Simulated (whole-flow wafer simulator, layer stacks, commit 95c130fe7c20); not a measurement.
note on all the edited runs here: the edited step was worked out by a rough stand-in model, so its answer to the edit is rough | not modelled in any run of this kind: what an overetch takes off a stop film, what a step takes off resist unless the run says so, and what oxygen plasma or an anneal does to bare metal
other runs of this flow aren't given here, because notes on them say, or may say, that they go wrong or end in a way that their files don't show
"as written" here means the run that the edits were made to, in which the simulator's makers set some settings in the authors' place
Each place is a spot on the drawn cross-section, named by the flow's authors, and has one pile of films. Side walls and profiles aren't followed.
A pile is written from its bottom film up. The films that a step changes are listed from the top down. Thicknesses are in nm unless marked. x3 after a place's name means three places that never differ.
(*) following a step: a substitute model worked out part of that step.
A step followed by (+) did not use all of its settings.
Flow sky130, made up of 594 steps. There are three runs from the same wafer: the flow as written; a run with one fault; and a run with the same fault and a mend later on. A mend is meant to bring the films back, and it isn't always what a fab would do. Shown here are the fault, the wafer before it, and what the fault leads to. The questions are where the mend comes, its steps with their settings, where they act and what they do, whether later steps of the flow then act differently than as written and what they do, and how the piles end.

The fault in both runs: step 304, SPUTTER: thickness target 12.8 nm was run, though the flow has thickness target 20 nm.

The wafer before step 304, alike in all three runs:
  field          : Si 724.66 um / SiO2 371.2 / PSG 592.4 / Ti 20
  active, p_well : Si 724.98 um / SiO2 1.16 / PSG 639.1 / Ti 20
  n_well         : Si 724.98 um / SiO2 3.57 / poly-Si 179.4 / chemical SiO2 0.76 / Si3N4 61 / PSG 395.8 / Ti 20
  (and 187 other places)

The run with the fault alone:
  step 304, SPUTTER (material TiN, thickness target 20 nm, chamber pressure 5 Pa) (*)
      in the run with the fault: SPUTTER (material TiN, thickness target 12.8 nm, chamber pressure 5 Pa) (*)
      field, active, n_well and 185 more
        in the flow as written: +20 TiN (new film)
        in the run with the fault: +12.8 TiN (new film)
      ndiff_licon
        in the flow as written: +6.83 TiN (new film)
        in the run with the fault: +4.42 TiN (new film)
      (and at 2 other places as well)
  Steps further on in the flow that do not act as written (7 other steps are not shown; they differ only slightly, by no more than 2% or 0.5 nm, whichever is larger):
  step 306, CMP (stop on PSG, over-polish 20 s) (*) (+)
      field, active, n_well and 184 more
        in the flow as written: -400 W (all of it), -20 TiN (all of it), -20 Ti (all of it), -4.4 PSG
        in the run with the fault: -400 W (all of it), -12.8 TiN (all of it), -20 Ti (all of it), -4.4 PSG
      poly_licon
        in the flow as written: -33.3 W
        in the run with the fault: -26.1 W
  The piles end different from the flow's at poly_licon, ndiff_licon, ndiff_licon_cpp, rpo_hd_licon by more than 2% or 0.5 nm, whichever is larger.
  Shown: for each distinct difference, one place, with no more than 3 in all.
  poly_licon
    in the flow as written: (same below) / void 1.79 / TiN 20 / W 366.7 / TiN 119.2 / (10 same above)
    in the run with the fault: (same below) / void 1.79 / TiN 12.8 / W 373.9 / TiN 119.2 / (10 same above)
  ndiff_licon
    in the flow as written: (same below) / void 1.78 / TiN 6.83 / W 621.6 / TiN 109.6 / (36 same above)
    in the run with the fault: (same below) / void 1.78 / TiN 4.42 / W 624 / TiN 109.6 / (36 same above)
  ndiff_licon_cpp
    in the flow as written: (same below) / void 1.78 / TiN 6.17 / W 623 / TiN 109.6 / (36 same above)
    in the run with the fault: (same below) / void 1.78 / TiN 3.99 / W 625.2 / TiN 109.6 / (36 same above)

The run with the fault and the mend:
  The mend follows step 304.
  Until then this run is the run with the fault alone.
  step 304a, SPUTTER (material TiN, thickness target 7.2 nm, chamber pressure 5 Pa) (*) (the flow's step 304, run once more with other settings)
      field, active, n_well and 185 more
        +7.2 TiN
      ndiff_licon
        +2.41 TiN
      ndiff_licon_cpp
        +2.18 TiN
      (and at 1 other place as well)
  None of the later steps of the flow differs from how it acts as written, at any place that is followed, by more than 2% or 0.5 nm, whichever is larger.
  When the end is reached, the piles differ only a little from the flow's at the places that both follow, at most by 2% or 0.5 nm, whichever is larger.
